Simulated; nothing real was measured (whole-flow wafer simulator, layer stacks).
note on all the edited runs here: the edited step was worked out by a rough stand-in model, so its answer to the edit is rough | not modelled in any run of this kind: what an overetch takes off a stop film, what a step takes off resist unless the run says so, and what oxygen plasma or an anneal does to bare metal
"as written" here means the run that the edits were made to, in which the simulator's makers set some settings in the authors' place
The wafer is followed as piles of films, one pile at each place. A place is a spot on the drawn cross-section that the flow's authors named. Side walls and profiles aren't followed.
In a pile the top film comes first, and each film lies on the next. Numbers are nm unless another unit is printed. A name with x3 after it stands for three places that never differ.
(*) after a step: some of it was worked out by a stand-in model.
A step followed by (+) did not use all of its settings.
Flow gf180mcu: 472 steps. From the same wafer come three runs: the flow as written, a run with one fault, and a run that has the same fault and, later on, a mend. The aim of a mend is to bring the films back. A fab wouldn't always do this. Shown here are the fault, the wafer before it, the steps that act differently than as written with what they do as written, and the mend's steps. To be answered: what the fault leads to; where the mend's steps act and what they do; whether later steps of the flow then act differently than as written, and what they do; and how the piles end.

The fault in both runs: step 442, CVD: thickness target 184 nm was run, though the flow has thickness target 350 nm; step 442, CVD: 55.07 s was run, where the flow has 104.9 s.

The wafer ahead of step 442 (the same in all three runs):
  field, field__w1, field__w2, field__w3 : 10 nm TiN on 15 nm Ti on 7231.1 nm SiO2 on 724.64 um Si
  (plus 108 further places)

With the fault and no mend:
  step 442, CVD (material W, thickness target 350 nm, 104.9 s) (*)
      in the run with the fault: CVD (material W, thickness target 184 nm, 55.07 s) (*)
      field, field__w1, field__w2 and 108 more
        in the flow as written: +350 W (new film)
        in the run with the fault: +185.2 W (new film)
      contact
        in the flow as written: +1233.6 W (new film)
        in the run with the fault: +1068.8 W (new film)
  Later steps of the flow acting differently than as written:
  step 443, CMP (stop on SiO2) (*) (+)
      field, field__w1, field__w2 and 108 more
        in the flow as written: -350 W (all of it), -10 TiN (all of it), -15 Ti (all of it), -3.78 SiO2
        in the run with the fault: -185.2 W (all of it), -10 TiN (all of it), -15 Ti (all of it), -2.12 SiO2
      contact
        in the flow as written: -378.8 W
        in the run with the fault: -212.3 W
  At the end the piles are close to the flow's at the places that both follow, differing by at most 2% or 0.5 nm, whichever is larger.

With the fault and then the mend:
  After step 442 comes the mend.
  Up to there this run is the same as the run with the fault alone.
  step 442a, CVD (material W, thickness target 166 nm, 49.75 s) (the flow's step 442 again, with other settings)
      field, field__w1, field__w2 and 109 more
        +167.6 W
  Later steps of the flow that are run all act as written at every place that is followed, up to a difference of at most 2% or 0.5 nm, whichever is larger.
  At the end the piles are close to the flow's at the places that both follow, differing by at most 2% or 0.5 nm, whichever is larger.
